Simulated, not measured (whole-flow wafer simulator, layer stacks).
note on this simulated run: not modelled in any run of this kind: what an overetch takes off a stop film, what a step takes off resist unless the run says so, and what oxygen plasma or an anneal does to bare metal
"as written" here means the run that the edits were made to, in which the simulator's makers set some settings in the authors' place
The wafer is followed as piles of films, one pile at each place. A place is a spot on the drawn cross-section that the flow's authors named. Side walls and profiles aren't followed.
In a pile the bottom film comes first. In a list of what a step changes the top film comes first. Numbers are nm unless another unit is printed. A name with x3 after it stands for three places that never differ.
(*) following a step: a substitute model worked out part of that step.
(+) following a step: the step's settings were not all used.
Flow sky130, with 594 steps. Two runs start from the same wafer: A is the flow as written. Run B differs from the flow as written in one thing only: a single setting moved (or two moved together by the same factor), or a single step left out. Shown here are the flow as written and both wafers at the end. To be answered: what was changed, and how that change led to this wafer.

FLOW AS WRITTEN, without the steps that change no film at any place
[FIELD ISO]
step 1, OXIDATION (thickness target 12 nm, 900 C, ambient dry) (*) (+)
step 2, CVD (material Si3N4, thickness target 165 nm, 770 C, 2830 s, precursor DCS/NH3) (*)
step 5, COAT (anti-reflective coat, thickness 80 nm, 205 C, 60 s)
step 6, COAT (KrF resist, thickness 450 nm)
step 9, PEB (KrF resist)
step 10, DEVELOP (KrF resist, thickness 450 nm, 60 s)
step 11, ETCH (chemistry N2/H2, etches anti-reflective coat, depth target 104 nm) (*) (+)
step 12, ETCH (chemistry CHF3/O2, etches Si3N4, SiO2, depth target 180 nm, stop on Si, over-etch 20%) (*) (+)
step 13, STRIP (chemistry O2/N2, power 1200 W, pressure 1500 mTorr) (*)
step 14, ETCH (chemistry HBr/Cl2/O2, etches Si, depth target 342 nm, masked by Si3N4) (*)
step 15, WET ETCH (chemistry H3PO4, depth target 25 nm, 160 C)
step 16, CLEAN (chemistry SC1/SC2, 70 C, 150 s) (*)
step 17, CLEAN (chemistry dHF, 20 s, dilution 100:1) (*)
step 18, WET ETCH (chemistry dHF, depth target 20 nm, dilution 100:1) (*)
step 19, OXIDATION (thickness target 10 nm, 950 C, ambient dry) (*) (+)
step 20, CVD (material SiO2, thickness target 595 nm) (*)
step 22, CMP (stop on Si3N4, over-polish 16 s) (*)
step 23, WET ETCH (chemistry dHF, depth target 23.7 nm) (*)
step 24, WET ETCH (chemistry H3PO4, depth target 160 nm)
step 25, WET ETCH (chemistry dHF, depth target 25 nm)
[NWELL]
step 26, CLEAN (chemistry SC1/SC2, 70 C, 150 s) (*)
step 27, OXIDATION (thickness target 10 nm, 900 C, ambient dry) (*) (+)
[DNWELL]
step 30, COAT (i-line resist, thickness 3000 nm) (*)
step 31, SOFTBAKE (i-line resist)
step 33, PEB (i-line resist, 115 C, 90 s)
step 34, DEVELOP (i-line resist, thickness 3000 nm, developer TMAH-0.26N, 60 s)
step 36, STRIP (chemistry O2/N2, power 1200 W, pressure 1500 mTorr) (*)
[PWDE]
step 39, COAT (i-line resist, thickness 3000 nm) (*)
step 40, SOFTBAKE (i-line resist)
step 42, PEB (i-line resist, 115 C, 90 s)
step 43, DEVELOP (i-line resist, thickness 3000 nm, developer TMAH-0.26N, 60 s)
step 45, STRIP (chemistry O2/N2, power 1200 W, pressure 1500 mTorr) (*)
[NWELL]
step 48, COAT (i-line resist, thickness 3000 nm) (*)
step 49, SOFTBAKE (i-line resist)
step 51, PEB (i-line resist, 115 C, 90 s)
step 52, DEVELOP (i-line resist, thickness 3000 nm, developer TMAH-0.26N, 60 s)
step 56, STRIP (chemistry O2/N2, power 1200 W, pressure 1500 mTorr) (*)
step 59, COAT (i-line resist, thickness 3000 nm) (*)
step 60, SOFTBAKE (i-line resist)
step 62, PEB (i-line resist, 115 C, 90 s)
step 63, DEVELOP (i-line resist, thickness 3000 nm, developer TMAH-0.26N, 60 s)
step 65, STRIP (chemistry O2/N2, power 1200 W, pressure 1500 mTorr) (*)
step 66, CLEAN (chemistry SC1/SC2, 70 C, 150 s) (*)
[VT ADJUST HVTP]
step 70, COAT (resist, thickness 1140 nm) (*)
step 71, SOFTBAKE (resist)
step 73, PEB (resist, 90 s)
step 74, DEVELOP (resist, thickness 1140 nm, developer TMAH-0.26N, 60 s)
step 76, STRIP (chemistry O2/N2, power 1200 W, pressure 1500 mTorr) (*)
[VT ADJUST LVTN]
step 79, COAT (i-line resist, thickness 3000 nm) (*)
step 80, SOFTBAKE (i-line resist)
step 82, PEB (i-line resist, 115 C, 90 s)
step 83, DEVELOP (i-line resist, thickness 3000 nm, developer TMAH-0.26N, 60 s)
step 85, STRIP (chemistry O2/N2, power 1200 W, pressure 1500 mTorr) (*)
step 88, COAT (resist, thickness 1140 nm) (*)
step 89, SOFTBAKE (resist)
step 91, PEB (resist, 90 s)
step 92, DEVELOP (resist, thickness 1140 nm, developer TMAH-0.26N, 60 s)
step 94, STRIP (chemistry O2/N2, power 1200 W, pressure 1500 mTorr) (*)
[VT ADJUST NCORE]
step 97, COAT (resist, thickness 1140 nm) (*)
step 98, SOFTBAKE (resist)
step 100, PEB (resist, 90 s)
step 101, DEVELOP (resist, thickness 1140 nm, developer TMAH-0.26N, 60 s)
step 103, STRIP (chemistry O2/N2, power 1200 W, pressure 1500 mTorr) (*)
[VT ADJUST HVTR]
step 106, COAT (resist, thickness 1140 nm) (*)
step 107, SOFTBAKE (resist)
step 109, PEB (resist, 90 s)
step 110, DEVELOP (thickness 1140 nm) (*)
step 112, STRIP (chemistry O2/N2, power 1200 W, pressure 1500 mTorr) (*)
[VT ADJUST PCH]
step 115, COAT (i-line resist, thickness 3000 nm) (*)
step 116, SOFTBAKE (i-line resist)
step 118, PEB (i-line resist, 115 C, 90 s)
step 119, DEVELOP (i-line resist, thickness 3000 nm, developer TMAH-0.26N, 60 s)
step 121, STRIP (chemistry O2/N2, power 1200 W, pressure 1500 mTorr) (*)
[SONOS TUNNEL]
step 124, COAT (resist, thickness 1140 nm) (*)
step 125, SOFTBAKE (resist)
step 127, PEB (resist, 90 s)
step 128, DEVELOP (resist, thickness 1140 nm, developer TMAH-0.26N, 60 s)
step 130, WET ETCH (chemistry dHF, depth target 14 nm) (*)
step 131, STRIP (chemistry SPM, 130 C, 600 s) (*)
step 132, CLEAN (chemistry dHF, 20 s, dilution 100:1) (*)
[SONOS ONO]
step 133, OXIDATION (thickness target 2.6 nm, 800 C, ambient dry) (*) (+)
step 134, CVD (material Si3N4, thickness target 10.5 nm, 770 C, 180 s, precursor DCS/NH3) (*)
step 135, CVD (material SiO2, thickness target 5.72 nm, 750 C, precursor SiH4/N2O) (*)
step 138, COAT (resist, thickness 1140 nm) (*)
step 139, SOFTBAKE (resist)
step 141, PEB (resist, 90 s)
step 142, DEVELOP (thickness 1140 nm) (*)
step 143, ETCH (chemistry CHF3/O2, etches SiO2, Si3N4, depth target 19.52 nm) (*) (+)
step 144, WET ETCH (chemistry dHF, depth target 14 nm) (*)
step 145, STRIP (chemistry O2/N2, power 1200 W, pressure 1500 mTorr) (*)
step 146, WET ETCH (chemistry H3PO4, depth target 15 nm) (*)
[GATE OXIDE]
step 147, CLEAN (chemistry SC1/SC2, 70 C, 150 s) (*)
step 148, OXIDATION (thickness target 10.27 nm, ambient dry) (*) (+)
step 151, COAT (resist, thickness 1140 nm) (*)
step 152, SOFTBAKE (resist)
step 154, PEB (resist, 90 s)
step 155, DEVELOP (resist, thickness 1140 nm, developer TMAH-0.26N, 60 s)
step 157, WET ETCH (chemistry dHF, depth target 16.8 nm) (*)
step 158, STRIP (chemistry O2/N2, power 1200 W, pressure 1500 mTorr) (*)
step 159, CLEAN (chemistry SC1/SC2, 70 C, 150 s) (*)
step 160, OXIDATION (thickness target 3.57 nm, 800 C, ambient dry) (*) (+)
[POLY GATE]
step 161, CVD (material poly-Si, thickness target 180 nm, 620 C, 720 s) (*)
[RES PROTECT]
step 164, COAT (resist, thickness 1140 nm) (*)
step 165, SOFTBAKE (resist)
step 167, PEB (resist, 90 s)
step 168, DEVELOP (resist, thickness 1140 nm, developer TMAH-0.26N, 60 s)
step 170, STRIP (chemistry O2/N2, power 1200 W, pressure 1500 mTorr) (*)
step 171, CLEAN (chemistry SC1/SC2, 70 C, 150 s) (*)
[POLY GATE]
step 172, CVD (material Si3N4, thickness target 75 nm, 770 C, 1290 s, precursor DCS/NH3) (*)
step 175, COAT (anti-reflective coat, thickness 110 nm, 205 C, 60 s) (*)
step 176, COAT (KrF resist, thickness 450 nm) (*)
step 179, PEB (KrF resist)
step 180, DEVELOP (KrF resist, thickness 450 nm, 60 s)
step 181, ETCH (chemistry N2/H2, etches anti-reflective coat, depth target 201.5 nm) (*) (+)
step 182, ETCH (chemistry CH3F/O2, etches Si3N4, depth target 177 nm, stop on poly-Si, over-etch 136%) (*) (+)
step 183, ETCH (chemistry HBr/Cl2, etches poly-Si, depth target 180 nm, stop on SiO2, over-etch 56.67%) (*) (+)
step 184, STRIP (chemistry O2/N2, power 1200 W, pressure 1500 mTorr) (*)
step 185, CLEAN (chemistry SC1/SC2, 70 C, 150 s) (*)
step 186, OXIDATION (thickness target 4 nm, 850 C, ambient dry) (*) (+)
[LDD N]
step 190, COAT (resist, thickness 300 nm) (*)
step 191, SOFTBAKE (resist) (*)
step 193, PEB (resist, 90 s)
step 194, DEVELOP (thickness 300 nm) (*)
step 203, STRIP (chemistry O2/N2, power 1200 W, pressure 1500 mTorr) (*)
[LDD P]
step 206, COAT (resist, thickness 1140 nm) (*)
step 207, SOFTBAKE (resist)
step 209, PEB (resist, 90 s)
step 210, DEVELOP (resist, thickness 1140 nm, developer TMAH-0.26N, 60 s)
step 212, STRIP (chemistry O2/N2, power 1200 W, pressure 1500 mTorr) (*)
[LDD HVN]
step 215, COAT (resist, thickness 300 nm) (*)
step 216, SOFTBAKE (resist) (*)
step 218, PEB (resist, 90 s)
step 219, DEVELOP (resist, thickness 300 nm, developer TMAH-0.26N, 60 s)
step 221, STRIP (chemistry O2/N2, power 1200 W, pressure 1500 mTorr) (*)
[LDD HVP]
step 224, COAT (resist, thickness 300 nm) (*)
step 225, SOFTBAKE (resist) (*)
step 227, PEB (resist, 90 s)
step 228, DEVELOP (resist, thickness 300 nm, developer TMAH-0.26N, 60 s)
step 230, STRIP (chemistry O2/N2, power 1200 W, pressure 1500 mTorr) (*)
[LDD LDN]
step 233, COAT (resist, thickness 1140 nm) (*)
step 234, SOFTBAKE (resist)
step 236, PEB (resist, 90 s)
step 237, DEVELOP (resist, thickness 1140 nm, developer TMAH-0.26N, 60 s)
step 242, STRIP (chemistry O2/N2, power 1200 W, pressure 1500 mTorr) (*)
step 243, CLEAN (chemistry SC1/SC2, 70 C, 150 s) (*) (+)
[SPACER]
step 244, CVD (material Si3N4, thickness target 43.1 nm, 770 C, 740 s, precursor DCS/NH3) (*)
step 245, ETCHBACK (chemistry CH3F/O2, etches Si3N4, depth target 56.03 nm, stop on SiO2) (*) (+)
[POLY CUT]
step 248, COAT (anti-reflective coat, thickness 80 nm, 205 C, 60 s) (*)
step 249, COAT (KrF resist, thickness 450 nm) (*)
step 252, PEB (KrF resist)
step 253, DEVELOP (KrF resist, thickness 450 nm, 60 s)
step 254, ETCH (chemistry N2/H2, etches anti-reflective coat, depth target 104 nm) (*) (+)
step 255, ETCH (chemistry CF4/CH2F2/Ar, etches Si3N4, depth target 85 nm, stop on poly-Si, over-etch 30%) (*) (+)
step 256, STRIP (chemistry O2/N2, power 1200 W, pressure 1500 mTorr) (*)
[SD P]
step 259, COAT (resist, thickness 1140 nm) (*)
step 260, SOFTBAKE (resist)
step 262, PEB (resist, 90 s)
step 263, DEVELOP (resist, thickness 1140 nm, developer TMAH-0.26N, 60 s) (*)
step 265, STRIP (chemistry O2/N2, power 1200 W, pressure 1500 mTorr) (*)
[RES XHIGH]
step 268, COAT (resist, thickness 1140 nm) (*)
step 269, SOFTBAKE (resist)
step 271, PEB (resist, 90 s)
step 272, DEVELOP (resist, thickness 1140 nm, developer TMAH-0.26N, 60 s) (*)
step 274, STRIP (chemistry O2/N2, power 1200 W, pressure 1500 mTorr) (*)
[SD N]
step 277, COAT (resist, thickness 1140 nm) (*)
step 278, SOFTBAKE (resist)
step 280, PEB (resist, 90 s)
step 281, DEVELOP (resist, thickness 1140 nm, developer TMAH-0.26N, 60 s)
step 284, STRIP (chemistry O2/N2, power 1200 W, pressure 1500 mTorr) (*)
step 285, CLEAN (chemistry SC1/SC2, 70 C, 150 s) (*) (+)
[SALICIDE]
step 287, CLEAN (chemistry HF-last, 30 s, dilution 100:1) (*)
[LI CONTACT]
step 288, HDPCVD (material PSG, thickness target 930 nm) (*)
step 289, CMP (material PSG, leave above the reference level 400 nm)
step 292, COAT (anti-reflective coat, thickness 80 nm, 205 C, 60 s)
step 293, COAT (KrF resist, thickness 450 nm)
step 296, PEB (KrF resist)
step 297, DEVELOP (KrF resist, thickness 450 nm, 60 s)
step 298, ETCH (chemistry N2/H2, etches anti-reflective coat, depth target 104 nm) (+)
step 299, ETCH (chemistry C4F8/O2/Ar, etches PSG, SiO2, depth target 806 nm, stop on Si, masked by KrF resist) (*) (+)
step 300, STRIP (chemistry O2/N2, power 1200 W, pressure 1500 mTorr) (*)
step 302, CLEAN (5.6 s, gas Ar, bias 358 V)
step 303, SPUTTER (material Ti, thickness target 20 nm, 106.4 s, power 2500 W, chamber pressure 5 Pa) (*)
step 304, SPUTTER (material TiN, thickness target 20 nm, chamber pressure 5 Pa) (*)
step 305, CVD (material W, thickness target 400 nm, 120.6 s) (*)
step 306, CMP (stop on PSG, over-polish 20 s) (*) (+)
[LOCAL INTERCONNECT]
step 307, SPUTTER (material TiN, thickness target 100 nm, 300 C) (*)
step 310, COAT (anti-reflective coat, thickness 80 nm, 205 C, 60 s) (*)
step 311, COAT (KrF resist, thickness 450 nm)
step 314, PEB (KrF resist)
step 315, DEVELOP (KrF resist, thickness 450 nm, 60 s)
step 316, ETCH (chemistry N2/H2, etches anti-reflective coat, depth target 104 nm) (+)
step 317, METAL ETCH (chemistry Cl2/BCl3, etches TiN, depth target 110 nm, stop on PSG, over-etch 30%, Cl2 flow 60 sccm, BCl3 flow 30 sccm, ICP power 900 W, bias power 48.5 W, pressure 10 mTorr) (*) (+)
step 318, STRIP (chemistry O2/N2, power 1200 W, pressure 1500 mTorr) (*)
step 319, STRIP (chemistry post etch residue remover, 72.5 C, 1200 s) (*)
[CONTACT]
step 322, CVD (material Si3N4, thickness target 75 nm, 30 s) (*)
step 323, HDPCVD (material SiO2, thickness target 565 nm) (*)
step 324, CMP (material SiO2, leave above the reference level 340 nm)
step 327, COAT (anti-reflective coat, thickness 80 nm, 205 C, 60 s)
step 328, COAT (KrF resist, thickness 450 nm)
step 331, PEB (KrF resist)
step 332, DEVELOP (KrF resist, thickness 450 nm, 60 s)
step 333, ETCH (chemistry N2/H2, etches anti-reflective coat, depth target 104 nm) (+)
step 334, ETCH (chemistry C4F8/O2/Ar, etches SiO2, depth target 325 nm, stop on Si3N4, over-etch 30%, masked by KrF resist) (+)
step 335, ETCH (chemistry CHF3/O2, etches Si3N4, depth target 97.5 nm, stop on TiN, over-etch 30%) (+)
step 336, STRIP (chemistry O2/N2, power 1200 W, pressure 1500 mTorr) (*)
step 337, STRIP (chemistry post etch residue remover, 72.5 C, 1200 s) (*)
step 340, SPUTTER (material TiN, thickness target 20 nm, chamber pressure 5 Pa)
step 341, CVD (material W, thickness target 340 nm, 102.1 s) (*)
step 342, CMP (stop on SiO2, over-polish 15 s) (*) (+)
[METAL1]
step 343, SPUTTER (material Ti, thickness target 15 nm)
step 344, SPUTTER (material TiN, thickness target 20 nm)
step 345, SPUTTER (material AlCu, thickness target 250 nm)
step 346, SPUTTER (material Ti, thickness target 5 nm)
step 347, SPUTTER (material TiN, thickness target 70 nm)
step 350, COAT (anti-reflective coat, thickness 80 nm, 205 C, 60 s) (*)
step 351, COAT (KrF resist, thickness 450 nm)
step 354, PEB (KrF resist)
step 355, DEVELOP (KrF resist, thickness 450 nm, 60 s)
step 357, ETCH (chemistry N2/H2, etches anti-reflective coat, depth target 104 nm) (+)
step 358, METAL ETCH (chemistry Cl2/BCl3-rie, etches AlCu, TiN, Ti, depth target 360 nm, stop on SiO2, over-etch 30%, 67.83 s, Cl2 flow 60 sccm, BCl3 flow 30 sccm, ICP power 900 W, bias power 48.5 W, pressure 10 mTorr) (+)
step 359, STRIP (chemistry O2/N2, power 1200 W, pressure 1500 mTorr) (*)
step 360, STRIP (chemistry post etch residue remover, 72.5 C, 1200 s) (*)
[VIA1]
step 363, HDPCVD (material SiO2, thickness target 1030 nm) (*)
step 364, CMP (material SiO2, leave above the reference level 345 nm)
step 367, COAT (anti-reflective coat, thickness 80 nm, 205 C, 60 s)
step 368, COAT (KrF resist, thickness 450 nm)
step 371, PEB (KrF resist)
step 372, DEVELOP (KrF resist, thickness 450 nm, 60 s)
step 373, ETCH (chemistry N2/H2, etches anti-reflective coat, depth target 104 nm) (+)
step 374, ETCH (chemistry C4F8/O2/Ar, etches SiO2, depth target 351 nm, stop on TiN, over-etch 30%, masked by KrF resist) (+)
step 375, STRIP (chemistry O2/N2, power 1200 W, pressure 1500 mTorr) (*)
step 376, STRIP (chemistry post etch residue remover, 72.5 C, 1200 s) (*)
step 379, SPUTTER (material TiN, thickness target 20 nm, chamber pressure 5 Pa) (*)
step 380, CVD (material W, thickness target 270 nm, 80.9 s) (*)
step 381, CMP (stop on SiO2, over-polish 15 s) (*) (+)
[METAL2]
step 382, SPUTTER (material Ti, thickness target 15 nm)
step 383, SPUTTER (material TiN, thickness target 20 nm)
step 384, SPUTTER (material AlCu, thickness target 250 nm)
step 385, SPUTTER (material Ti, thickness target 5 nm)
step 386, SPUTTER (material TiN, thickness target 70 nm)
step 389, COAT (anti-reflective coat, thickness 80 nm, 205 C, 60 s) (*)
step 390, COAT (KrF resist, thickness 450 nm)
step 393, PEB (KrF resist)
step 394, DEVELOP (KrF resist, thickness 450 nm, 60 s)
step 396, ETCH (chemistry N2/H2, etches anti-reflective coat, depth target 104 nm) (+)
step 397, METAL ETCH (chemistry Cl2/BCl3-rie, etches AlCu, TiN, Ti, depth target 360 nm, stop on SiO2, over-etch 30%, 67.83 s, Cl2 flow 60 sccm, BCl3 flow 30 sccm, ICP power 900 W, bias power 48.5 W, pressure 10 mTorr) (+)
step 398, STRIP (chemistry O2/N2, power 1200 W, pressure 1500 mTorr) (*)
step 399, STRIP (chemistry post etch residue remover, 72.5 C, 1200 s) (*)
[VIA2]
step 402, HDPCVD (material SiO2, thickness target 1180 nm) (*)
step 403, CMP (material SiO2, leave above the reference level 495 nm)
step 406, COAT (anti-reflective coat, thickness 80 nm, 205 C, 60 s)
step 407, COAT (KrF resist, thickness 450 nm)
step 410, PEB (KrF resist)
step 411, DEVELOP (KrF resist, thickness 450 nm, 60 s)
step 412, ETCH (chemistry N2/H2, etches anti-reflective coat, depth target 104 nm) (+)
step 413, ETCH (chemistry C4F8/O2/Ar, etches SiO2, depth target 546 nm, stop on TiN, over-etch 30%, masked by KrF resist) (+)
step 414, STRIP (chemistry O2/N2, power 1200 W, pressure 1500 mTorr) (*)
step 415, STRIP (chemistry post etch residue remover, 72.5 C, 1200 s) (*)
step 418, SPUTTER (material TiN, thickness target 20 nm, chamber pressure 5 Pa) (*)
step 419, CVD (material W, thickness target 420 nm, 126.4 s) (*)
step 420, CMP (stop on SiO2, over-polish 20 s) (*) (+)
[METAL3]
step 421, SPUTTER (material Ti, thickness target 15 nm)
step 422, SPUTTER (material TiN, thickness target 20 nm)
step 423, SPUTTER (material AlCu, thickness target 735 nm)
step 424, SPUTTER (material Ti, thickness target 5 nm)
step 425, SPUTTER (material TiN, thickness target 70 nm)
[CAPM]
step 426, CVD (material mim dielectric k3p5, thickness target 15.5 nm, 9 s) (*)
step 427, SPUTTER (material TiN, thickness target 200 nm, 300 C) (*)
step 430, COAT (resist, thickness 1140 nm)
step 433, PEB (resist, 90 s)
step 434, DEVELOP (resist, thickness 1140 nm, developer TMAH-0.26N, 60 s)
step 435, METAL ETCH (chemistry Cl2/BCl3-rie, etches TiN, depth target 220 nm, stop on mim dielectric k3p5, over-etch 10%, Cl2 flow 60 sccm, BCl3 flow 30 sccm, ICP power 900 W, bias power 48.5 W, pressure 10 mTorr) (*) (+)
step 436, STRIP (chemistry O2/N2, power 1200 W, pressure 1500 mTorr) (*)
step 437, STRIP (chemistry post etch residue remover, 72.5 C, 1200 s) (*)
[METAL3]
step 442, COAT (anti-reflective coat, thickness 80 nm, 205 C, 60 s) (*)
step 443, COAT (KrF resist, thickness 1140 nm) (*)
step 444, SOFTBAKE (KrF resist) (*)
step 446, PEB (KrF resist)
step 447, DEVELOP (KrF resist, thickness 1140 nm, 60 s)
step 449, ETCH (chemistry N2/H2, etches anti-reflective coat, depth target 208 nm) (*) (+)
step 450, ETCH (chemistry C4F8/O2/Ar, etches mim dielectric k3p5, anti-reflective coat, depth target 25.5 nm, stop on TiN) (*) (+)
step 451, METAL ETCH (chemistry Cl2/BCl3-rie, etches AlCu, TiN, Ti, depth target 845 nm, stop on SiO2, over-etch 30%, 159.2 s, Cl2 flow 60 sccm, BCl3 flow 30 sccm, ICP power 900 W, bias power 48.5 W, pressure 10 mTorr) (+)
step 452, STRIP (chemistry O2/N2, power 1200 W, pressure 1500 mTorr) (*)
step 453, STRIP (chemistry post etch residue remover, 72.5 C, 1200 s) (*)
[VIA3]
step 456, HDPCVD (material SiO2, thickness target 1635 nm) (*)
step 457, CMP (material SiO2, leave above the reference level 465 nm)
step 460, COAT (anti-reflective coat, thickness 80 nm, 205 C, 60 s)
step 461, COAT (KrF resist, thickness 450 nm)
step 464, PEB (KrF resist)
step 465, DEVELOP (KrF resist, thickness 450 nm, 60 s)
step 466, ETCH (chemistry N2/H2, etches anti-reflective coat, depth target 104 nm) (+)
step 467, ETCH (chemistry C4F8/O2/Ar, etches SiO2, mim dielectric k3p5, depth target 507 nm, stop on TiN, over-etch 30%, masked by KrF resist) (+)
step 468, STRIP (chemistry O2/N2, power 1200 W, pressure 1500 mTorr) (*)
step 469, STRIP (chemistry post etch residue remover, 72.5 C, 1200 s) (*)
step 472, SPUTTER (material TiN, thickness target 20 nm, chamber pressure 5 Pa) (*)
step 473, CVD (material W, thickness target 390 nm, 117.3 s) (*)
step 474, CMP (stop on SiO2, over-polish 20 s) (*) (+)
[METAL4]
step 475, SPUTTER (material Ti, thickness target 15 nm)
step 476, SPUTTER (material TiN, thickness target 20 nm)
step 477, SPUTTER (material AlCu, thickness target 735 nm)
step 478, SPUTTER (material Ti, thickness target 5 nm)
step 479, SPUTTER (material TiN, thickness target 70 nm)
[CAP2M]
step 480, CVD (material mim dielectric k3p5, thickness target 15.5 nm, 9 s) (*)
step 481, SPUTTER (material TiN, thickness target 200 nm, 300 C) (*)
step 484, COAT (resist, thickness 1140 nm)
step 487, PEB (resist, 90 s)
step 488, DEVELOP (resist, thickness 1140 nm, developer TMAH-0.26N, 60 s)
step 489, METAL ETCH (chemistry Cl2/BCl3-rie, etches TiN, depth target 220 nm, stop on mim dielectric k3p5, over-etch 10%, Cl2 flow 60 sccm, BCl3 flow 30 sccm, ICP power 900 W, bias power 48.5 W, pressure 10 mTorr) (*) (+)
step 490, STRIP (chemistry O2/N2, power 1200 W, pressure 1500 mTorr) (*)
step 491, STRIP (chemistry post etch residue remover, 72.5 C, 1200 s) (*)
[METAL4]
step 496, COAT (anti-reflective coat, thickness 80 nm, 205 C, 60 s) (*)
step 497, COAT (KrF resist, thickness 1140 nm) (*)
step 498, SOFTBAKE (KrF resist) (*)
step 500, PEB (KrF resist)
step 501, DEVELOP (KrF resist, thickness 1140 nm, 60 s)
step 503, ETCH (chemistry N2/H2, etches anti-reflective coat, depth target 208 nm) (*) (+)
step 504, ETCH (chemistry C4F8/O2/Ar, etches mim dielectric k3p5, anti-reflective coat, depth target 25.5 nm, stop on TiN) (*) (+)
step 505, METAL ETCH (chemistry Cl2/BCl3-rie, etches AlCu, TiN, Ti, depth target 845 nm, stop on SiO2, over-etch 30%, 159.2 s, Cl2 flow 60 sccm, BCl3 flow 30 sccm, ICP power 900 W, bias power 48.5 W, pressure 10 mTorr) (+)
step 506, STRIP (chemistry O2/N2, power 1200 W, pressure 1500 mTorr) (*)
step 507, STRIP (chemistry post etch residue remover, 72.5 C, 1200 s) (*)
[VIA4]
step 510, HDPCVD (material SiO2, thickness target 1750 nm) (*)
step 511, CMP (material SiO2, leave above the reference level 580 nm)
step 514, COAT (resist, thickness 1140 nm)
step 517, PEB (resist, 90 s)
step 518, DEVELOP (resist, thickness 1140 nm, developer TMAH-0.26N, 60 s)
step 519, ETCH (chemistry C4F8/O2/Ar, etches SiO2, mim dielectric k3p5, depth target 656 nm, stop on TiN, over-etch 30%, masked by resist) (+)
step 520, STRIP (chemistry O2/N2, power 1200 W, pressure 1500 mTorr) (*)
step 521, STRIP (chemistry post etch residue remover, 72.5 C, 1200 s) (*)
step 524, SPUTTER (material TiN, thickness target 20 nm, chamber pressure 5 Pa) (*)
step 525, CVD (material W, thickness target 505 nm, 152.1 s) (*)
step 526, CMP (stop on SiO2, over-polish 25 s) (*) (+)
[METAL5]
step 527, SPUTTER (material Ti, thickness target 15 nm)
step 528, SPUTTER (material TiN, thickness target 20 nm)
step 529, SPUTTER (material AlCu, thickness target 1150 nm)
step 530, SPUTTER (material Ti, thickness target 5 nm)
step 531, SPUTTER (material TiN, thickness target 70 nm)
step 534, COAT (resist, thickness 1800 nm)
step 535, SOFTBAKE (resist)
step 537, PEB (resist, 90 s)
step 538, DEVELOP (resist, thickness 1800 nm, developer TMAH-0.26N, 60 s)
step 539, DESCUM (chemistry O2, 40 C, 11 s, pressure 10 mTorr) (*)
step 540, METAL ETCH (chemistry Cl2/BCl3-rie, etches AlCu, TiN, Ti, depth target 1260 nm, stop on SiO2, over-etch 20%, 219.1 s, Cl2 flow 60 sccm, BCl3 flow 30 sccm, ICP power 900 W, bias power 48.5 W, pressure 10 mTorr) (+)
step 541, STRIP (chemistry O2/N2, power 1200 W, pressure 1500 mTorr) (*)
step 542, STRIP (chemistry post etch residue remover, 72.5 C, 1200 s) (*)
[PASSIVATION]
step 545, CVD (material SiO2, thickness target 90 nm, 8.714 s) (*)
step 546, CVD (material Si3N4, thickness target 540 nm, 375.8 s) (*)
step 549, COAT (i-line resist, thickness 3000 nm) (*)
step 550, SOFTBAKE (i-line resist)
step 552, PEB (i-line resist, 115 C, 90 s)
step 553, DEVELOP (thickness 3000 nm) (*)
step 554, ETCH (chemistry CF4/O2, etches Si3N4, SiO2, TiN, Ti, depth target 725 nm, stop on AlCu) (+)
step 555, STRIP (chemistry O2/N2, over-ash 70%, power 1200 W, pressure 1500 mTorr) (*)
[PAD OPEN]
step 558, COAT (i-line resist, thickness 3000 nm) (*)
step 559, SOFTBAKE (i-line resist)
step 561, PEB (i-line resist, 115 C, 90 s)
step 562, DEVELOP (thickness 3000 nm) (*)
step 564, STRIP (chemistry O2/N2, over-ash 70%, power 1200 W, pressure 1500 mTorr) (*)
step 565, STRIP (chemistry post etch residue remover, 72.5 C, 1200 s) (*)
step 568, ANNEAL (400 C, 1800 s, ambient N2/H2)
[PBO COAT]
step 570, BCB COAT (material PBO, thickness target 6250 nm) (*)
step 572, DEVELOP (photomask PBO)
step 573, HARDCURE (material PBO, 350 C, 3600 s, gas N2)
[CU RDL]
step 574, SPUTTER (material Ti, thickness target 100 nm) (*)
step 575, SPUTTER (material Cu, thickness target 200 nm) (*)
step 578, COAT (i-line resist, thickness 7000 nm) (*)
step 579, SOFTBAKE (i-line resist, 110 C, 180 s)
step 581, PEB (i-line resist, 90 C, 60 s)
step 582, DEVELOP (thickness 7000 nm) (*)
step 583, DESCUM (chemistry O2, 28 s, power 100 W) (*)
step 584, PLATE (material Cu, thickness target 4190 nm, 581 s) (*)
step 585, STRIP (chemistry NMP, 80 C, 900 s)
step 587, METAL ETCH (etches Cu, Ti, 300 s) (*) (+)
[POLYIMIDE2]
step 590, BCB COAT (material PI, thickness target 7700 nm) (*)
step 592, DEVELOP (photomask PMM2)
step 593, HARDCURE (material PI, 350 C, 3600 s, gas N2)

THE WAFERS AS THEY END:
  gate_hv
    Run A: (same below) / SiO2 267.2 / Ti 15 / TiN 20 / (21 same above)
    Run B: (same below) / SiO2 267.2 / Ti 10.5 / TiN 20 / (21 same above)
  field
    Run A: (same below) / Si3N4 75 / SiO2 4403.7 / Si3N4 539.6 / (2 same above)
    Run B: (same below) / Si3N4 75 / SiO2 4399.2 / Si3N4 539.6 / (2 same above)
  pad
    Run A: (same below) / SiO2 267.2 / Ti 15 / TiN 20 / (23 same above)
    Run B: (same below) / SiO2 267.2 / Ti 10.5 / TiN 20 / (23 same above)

The reason: step 382, SPUTTER: thickness target 10.5 nm was run, while the flow as written has thickness target 15 nm.
One can read it off the wafer: gate_hv has Ti 10.5, and step 382 as written asks for 15 nm.

The path from the change to this, step by step:
  step 382, SPUTTER (material Ti, thickness target 15 nm)
      field, active, n_well and 188 more: A Ti gains 15 (new film) | B Ti gains 10.5 (new film)
  step 397, METAL ETCH (chemistry Cl2/BCl3-rie, etches AlCu, TiN, Ti, depth target 360 nm, stop on SiO2, over-etch 30%, 67.83 s, Cl2 flow 60 sccm, BCl3 flow 30 sccm, ICP power 900 W, bias power 48.5 W, pressure 10 mTorr) (+)
      field, active, gate and 82 more: A TiN loses 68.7 (all of it), Ti loses 5 (all of it), AlCu loses 250 (all of it), TiN loses 20 (all of it), Ti loses 15 (all of it), SiO2 loses 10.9 | B TiN loses 68.7 (all of it), Ti loses 5 (all of it), AlCu loses 250 (all of it), TiN loses 20 (all of it), Ti loses 10.5 (all of it), SiO2 loses 11.4
